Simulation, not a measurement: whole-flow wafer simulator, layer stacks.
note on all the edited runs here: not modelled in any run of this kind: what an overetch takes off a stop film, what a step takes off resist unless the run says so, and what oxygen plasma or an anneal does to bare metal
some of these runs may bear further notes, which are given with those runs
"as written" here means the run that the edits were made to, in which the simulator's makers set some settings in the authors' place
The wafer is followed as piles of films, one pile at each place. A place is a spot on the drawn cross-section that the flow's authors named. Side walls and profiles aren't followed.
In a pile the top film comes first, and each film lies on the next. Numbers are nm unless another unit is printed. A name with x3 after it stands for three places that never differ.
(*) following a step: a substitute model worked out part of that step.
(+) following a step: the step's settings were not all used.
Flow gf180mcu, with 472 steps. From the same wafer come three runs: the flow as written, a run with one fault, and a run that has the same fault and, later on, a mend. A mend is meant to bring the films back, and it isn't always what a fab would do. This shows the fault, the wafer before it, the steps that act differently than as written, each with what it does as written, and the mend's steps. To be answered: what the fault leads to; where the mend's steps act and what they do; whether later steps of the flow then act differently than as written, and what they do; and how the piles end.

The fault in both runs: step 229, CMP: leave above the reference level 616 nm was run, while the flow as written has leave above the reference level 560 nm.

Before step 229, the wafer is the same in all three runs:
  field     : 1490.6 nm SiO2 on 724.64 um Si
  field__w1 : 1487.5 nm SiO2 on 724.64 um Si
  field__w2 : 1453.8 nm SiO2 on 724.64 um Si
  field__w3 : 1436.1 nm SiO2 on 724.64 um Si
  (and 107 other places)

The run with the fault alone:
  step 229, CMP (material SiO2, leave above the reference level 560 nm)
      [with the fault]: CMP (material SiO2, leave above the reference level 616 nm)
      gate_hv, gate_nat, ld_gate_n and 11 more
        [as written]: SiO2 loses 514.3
        [with the fault]: SiO2 loses 458.3
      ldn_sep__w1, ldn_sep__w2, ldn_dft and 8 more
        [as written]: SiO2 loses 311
        [with the fault]: SiO2 loses 255
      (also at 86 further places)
  Later steps of the flow acting differently than as written (2 other steps are not shown; they differ only slightly, by no more than 2% or 0.5 nm, whichever is larger):
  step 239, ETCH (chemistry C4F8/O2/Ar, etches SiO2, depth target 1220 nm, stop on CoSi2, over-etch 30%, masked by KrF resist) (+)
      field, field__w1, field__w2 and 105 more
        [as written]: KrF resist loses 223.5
        [with the fault]: KrF resist loses 238
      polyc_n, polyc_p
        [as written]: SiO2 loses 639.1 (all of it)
        [with the fault]: SiO2 loses 695.1 (all of it)
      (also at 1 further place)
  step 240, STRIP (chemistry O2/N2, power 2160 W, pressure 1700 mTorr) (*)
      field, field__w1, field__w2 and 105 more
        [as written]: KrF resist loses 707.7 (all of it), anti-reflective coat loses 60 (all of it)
        [with the fault]: KrF resist loses 693.2 (all of it), anti-reflective coat loses 60 (all of it)
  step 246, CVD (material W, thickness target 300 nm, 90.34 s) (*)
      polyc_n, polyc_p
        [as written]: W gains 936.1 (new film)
        [with the fault]: W gains 992.1 (new film)
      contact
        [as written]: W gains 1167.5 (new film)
        [with the fault]: W gains 1224 (new film)
  At field__w8, contact, m1 and 6 more, the piles at the end differ from the flow's by more than 2% or 0.5 nm, whichever is larger.
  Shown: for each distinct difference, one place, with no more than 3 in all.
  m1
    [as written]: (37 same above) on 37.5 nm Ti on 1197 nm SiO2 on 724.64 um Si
    [with the fault]: (37 same above) on 37.5 nm Ti on 1253 nm SiO2 on 724.64 um Si
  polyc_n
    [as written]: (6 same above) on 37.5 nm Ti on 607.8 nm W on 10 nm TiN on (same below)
    [with the fault]: (6 same above) on 37.5 nm Ti on 663.8 nm W on 10 nm TiN on (same below)
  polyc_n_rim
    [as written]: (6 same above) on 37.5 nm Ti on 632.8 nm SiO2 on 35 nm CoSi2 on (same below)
    [with the fault]: (6 same above) on 37.5 nm Ti on 688.8 nm SiO2 on 35 nm CoSi2 on (same below)

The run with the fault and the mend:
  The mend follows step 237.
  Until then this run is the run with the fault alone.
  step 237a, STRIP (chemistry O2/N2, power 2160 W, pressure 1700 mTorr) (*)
      field, field__w1, field__w2 and 105 more
        KrF resist loses 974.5 (all of it), anti-reflective coat loses 60 (all of it)
      contact, polyc_n, polyc_p
        anti-reflective coat loses 60 (all of it)
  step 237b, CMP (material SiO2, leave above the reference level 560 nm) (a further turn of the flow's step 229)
      field, field__w1, field__w2 and 108 more
        SiO2 loses 56
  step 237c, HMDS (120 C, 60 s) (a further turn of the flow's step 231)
      does not change any film at any place that is followed
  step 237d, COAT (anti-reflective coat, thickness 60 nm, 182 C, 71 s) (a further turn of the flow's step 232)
      field, field__w1, field__w2 and 108 more
        anti-reflective coat gains 60 (new film)
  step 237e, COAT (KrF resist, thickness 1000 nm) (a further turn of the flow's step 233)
      field, field__w1, field__w2 and 108 more
        KrF resist gains 1000 (new film)
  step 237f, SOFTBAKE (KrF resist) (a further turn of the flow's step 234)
      does not change any film at any place that is followed
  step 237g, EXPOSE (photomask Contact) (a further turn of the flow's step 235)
      does not change any film at any place that is followed
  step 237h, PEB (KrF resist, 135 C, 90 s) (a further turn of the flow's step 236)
      field, field__w1, field__w2 and 108 more
        KrF resist loses 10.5
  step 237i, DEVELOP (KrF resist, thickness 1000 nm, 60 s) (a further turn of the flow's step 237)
      field, field__w1, field__w2 and 105 more
        KrF resist loses 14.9
      contact, polyc_n, polyc_p
        KrF resist loses 989.5 (all of it)
  Later steps of the flow that are run all act as written at every place that is followed.
  At every place that both follow, the piles at the end match the flow's.
